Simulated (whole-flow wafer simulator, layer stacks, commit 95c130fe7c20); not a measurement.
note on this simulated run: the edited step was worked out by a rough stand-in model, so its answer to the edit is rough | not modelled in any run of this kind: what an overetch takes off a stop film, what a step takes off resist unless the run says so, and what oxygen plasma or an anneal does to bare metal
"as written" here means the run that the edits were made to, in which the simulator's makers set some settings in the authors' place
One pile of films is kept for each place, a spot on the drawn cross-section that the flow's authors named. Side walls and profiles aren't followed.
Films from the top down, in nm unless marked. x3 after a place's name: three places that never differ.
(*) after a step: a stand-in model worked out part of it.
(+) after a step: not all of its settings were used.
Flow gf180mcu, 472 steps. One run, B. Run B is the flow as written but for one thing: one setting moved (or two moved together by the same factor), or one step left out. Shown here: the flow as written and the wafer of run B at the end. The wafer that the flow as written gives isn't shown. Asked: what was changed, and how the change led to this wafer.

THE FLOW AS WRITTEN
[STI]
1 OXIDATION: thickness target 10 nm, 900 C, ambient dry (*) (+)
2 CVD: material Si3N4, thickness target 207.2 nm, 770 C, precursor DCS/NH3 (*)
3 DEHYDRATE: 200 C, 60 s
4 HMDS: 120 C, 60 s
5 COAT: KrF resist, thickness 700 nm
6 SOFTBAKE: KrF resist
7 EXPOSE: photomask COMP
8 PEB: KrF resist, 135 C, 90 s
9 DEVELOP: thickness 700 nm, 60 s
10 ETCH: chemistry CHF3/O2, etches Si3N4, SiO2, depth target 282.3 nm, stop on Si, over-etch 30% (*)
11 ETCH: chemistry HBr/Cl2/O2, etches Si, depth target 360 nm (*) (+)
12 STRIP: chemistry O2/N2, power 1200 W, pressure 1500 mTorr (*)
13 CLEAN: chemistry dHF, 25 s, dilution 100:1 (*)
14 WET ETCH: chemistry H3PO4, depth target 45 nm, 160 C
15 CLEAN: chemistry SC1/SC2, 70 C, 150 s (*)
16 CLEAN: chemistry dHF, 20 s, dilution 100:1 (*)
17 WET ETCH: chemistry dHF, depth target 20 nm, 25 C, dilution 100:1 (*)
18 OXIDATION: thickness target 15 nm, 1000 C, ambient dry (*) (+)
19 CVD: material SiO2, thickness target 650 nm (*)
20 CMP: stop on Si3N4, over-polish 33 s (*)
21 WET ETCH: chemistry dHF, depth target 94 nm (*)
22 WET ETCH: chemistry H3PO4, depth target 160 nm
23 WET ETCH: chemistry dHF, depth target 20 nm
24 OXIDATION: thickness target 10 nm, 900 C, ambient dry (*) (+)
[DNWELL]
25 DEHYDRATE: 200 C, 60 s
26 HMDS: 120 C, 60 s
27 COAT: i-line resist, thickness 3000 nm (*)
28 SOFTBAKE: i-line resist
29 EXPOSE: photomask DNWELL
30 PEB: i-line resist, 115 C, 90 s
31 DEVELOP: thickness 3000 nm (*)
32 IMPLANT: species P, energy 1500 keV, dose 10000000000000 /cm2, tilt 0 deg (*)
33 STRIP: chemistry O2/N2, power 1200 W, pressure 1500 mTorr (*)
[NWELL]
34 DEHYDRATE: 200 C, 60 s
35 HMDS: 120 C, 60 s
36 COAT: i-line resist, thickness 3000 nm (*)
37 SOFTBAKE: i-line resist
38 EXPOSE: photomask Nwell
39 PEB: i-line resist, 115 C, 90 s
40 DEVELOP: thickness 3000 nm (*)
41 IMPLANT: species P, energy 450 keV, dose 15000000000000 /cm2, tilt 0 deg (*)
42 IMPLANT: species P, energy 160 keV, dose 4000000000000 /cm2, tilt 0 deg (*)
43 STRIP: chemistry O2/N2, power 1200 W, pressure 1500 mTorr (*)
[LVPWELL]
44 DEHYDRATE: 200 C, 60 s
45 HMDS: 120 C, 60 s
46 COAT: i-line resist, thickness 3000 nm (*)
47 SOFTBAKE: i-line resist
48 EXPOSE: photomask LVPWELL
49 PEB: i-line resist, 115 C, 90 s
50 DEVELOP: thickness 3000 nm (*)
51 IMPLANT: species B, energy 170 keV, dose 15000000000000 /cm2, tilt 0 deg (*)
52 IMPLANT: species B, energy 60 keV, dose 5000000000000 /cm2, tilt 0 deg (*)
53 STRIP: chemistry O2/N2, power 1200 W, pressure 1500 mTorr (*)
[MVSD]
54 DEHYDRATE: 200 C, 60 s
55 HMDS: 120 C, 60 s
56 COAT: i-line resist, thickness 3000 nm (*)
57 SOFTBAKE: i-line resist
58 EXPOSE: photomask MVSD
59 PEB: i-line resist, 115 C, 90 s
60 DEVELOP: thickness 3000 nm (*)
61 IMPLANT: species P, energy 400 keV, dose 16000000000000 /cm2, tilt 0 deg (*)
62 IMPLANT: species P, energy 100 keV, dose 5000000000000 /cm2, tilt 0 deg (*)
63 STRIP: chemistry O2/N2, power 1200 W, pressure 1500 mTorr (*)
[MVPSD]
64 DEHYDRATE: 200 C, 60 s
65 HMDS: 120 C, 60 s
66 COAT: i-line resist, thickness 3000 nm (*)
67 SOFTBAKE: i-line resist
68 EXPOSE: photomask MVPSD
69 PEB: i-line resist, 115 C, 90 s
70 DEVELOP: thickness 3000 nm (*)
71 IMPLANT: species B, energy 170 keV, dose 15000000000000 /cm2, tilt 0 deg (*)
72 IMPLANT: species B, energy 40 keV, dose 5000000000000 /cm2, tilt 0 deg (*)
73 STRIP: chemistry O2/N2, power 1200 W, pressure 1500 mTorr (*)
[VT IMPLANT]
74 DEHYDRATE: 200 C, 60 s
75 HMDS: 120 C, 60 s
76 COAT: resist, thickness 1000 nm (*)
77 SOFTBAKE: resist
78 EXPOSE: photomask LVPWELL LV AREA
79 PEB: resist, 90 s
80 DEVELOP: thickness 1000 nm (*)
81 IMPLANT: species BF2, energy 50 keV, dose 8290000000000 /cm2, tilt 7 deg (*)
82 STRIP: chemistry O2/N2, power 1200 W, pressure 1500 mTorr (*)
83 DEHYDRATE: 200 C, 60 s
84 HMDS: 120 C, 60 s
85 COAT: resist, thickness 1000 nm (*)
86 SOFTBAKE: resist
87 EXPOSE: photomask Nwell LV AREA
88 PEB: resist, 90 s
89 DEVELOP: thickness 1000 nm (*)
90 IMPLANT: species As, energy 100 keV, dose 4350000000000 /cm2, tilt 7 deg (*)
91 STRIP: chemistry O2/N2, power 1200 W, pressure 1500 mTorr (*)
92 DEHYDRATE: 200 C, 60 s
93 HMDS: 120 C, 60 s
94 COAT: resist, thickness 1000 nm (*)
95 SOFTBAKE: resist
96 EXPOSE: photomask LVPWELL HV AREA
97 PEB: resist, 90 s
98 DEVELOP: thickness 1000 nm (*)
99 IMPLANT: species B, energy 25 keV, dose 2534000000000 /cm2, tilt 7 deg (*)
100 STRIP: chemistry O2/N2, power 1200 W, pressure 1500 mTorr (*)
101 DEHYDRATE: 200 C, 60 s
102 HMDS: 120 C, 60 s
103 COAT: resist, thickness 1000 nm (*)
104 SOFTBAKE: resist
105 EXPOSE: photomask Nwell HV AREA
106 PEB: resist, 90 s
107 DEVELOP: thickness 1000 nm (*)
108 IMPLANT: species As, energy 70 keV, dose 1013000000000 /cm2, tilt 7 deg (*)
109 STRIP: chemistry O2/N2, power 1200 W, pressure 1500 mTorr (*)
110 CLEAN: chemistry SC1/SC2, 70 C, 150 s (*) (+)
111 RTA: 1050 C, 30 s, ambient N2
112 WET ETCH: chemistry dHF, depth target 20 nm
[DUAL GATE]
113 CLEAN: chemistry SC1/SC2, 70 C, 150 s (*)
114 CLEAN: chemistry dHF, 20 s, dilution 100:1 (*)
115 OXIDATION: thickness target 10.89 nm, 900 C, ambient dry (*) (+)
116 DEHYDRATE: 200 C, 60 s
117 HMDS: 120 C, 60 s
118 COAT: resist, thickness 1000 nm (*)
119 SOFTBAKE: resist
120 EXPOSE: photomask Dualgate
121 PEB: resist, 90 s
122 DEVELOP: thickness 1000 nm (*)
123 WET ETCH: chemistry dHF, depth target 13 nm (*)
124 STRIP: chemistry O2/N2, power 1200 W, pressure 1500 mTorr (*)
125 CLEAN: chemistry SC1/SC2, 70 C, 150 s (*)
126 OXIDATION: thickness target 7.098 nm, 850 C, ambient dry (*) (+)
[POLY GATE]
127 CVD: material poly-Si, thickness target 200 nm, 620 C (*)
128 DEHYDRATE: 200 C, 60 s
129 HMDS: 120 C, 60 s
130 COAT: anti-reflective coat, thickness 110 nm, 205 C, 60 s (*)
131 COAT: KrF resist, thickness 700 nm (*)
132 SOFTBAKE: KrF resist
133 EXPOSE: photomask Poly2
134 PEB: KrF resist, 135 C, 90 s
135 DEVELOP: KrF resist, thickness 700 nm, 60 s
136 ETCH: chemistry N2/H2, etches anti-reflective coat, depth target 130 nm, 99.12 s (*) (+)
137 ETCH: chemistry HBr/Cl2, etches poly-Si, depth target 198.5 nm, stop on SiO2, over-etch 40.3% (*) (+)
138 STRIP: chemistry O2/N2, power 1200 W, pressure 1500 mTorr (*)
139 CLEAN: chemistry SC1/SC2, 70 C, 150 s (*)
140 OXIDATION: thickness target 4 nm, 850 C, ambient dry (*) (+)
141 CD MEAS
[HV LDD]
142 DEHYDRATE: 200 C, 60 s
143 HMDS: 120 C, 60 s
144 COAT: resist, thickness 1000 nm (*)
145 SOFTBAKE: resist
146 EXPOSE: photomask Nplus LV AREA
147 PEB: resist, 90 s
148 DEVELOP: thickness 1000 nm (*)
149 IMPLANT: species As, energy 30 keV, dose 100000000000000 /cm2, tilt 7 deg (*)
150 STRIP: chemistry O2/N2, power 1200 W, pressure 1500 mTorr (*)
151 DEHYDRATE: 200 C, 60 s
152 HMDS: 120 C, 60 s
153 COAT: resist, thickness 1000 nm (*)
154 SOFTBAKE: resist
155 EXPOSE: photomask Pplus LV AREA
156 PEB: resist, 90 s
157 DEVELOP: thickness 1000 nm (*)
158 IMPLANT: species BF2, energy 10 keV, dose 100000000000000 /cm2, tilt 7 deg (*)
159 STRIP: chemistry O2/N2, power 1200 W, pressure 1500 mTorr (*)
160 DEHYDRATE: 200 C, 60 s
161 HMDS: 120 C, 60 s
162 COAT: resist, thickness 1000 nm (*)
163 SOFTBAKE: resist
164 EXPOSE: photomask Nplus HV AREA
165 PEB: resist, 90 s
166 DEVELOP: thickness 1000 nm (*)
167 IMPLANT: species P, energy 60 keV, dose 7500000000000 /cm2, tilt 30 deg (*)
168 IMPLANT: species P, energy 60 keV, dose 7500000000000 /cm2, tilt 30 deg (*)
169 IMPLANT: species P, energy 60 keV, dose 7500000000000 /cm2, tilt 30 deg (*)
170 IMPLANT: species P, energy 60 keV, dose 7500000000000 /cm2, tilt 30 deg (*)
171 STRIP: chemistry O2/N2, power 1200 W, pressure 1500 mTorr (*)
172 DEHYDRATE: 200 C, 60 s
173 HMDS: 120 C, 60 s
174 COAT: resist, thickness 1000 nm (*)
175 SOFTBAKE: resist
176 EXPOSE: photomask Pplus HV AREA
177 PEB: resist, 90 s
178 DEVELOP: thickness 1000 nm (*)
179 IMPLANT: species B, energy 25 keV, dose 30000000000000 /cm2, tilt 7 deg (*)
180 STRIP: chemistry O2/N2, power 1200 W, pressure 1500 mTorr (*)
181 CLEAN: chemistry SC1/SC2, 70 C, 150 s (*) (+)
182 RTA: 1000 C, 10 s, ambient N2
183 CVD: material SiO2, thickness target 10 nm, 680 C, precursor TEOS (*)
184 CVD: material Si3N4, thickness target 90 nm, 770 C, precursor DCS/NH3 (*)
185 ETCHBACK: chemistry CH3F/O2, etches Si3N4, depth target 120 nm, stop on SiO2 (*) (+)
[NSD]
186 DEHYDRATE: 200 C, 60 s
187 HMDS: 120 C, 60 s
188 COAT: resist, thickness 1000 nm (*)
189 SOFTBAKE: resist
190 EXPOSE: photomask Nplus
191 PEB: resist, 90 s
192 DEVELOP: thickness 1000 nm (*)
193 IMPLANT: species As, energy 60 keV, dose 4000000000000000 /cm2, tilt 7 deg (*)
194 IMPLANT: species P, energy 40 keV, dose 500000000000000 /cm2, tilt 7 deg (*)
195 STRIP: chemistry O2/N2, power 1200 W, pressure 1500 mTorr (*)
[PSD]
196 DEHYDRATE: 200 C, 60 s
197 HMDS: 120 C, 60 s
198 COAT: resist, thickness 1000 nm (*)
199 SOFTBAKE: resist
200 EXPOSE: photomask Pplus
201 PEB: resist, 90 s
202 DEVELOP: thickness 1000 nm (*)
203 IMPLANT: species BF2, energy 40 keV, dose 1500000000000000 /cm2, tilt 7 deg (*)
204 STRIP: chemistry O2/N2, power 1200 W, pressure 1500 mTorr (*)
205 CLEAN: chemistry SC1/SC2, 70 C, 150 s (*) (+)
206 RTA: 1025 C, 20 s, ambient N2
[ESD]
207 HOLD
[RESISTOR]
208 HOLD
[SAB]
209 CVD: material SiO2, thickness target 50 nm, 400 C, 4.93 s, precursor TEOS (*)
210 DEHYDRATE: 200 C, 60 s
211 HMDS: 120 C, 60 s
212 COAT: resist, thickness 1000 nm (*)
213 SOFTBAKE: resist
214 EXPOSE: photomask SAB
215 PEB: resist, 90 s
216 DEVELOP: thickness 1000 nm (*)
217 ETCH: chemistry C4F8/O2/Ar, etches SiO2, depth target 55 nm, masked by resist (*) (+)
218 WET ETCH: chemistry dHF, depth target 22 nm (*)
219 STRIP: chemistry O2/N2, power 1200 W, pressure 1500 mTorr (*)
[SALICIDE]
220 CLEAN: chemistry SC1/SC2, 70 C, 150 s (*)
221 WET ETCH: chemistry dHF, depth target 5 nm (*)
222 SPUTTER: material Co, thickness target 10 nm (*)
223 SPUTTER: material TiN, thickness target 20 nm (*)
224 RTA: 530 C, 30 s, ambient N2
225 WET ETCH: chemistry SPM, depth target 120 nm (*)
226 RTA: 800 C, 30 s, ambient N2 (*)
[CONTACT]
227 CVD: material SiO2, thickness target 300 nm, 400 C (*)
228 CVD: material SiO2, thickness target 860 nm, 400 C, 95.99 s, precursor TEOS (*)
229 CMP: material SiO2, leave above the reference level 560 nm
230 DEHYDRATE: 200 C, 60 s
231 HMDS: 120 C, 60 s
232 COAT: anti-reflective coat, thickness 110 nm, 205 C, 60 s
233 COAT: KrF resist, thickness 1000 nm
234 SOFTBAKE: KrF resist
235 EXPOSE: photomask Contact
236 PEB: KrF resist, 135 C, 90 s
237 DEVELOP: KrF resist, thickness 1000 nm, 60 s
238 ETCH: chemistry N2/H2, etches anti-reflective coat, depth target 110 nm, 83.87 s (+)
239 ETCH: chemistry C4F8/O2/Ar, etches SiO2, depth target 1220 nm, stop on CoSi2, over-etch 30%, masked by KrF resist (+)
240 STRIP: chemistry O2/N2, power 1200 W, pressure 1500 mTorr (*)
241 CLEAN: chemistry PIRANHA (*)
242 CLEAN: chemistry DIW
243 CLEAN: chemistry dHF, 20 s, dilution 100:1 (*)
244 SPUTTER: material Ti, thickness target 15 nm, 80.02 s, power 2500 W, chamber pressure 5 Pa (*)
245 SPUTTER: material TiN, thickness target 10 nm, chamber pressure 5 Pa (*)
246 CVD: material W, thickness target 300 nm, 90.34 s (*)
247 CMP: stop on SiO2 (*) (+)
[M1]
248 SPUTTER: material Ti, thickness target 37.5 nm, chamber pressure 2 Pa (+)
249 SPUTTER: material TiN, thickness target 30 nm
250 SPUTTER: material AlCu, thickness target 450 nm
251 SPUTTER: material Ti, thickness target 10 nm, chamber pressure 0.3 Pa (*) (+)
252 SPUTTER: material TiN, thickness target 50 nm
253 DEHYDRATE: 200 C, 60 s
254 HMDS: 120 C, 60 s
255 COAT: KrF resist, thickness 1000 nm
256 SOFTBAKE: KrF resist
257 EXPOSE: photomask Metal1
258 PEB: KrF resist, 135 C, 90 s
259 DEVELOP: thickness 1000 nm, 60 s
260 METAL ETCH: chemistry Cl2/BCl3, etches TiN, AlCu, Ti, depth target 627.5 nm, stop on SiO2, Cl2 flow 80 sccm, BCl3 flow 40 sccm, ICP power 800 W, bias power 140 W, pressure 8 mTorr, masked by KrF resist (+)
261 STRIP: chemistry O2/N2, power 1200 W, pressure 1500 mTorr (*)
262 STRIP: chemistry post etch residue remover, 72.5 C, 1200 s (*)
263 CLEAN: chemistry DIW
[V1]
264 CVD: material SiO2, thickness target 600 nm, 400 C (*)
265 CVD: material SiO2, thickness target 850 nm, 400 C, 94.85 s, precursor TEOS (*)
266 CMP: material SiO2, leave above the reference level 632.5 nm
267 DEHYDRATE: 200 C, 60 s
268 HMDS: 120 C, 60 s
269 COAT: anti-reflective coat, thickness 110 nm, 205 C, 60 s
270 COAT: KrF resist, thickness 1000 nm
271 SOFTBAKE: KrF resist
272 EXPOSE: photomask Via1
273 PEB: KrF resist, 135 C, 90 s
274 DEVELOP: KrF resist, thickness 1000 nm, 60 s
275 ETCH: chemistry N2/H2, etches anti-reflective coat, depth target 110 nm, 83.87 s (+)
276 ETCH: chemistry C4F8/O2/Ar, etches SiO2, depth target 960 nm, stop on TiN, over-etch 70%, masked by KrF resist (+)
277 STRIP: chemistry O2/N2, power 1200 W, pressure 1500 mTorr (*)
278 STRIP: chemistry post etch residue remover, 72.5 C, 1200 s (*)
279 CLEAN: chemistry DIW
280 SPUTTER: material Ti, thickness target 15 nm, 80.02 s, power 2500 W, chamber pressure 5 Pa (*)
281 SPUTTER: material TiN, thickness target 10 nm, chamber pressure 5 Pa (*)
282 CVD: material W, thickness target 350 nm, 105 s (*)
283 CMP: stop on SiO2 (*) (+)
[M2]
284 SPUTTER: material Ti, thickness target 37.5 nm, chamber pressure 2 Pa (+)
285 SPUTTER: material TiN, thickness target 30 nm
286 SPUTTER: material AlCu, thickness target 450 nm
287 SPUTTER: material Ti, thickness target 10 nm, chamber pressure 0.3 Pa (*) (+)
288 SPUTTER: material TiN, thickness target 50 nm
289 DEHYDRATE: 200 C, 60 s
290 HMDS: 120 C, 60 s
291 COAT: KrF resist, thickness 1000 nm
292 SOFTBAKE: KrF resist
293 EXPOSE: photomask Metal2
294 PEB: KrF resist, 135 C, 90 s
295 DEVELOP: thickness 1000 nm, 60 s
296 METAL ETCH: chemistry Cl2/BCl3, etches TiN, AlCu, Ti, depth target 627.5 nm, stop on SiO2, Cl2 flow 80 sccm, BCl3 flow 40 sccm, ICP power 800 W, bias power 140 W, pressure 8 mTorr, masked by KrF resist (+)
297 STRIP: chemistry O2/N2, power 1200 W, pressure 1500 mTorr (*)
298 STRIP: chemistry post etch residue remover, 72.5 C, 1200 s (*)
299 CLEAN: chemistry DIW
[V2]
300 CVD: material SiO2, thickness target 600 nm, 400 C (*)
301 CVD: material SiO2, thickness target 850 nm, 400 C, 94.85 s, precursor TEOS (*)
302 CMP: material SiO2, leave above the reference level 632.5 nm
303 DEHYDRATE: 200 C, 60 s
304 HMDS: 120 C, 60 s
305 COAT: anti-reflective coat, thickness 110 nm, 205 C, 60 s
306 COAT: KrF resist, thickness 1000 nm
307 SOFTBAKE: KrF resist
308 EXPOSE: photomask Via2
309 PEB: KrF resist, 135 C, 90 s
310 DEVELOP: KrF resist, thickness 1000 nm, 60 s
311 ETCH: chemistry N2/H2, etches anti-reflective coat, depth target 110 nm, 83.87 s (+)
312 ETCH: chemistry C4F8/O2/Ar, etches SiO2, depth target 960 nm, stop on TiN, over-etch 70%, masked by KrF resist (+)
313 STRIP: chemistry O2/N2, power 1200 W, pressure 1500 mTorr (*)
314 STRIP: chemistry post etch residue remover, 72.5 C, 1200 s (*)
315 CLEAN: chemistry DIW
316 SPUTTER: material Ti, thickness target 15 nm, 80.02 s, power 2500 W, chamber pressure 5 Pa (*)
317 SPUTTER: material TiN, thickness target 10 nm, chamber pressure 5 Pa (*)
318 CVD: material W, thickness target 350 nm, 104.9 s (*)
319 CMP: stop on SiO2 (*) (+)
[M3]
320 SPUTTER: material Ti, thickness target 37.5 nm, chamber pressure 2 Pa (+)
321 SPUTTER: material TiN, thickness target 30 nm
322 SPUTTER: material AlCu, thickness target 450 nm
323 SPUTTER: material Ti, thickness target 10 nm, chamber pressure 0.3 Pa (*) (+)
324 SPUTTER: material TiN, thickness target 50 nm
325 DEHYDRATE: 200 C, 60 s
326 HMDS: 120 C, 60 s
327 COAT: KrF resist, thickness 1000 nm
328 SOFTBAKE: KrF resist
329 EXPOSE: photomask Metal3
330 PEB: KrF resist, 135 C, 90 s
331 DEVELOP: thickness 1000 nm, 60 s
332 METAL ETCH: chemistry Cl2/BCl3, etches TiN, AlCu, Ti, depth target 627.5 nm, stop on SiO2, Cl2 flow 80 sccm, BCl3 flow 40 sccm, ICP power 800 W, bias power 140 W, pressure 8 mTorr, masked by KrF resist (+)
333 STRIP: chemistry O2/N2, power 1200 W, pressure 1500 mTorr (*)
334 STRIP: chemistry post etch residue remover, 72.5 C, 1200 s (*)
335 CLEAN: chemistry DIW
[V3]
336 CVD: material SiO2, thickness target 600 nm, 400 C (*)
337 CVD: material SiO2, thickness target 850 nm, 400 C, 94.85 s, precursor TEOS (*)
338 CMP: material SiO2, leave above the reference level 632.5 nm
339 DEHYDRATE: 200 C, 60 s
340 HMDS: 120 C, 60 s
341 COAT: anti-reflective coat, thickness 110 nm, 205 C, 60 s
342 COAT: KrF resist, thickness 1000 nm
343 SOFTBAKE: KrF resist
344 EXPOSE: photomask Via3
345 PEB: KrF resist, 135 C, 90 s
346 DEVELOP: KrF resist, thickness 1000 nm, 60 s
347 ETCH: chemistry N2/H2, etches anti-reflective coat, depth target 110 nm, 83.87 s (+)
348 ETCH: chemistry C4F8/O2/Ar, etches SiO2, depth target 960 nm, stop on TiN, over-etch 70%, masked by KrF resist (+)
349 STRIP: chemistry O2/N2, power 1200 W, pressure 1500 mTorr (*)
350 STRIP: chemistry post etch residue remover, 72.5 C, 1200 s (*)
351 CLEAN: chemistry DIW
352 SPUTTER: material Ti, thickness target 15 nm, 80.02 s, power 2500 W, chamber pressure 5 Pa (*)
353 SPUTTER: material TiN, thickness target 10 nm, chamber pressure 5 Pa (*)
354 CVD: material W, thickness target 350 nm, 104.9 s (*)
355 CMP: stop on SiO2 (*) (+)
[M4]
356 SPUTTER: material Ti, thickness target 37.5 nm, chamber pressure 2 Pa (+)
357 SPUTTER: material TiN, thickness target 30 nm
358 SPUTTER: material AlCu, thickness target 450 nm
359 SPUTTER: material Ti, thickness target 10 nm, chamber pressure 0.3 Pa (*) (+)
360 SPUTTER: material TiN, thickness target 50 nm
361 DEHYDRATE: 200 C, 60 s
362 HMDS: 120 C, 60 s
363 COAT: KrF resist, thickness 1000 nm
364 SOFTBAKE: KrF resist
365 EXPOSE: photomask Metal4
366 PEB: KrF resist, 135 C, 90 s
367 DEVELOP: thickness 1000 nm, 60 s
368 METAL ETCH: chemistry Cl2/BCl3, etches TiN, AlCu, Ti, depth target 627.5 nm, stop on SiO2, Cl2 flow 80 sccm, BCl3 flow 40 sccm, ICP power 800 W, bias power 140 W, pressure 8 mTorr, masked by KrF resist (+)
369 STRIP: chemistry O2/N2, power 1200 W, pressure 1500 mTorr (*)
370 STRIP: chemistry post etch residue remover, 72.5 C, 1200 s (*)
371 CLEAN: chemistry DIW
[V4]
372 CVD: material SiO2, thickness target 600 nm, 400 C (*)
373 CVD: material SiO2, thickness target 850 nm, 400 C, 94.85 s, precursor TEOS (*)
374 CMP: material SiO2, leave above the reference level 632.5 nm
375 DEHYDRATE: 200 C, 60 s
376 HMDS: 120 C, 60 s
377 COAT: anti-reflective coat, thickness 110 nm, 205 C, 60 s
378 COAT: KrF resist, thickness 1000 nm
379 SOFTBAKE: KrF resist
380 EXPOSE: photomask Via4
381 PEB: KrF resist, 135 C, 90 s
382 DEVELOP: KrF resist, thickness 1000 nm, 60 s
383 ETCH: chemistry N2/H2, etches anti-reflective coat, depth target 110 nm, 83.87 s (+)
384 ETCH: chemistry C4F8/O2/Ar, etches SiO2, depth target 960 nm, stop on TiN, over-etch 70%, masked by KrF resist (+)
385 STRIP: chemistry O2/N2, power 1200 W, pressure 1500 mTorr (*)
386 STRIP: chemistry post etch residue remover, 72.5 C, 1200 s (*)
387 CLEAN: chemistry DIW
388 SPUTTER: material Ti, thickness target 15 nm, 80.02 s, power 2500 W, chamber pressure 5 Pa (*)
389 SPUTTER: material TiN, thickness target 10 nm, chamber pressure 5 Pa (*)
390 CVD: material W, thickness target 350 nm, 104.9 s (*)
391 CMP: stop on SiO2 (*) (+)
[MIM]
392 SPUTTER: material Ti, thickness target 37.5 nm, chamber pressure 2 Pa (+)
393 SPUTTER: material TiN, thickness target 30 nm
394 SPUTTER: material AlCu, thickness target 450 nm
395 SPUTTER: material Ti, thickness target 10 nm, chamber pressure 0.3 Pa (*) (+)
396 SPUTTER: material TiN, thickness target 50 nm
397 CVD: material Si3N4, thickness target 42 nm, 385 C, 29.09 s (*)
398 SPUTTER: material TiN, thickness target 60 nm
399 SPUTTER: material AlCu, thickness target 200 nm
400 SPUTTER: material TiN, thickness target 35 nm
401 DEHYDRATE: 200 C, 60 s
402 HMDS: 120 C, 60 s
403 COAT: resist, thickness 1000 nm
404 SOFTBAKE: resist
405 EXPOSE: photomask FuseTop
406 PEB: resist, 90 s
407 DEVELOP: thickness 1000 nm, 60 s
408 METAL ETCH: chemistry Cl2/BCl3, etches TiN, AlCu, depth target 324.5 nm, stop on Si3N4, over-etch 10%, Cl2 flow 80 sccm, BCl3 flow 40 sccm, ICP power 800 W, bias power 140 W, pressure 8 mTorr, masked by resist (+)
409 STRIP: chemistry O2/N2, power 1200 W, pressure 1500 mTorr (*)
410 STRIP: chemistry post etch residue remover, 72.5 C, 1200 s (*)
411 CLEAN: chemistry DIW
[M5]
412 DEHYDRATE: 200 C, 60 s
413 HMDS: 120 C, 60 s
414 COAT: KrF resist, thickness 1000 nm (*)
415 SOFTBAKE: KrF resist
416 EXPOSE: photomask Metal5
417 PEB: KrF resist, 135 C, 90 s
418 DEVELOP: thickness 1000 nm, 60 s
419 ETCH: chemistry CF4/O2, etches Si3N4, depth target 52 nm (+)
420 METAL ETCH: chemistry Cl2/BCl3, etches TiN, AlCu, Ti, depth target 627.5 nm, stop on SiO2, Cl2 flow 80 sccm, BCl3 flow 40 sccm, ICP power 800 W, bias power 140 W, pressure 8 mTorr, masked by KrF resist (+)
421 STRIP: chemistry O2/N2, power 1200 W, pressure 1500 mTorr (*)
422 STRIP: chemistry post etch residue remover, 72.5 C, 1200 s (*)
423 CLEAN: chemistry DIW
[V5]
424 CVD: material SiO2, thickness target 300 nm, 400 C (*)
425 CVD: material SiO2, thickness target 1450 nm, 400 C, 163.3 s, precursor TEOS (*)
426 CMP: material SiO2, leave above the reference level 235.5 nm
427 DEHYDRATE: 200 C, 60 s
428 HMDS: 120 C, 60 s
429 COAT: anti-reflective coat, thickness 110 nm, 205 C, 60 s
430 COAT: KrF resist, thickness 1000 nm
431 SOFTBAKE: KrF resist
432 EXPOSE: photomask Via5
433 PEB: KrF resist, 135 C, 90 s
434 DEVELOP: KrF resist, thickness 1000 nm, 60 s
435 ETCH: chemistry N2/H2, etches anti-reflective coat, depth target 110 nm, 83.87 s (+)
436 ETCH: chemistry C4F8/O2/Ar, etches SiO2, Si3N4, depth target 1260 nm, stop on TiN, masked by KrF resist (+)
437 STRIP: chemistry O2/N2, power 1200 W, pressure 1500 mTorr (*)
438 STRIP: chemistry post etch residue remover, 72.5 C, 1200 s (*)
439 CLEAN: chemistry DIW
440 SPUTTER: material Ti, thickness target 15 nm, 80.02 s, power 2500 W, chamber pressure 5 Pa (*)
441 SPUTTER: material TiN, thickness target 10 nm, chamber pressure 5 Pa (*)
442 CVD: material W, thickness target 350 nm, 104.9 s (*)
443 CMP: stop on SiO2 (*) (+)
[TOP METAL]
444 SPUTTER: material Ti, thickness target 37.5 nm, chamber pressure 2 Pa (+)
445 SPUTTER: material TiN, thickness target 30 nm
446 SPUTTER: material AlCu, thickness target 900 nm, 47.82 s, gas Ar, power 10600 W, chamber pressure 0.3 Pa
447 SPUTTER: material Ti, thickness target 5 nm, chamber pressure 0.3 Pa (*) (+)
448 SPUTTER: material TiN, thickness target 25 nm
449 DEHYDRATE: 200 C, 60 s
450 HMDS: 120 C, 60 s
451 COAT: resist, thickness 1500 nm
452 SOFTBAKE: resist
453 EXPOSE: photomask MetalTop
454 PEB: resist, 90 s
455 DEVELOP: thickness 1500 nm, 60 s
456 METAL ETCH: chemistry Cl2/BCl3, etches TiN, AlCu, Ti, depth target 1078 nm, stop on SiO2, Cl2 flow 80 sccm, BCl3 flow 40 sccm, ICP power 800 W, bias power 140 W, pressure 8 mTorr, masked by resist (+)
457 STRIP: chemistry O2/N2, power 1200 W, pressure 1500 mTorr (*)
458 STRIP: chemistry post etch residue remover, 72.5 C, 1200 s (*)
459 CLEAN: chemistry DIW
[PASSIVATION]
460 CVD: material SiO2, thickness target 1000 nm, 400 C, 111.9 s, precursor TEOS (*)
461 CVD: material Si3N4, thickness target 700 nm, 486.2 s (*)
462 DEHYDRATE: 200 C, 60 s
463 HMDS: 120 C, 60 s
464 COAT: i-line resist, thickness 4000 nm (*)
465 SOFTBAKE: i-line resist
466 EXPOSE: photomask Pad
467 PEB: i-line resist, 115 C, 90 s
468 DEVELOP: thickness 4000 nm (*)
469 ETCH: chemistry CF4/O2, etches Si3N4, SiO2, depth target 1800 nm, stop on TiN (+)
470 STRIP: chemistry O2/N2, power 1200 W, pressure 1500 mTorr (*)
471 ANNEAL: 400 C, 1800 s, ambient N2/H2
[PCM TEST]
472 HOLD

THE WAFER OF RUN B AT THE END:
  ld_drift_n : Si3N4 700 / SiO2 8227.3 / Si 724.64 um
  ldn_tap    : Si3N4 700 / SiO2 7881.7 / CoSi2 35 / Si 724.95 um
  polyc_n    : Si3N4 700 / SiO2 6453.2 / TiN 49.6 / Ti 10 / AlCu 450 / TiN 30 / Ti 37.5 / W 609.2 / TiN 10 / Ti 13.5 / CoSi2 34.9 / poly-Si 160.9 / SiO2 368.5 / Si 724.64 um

The cause: step 244, SPUTTER: thickness target 13.5 nm was run, where the flow has thickness target 15 nm.
It can be read off the wafer: polyc_n has Ti 13.5, and step 244 as written asks for 15 nm.

How the change led to this, step by step:
  244 SPUTTER: material Ti, thickness target 15 nm, 80.02 s, power 2500 W, chamber pressure 5 Pa (*)
      field, field__w1, field__w2 and 107 more: Ti +13.5 (new film) (as written it would be: Ti +15 (new film))
      contact: Ti +7.7 (new film) (as written it would be: Ti +8.55 (new film))
  247 CMP: stop on SiO2 (*) (+)
      field, field__w1, field__w2 and 105 more: W -300 (all of it), TiN -10 (all of it), Ti -13.5 (all of it), SiO2 -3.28 (as written it would be: W -300 (all of it), TiN -10 (all of it), Ti -15 (all of it), SiO2 -3.29)
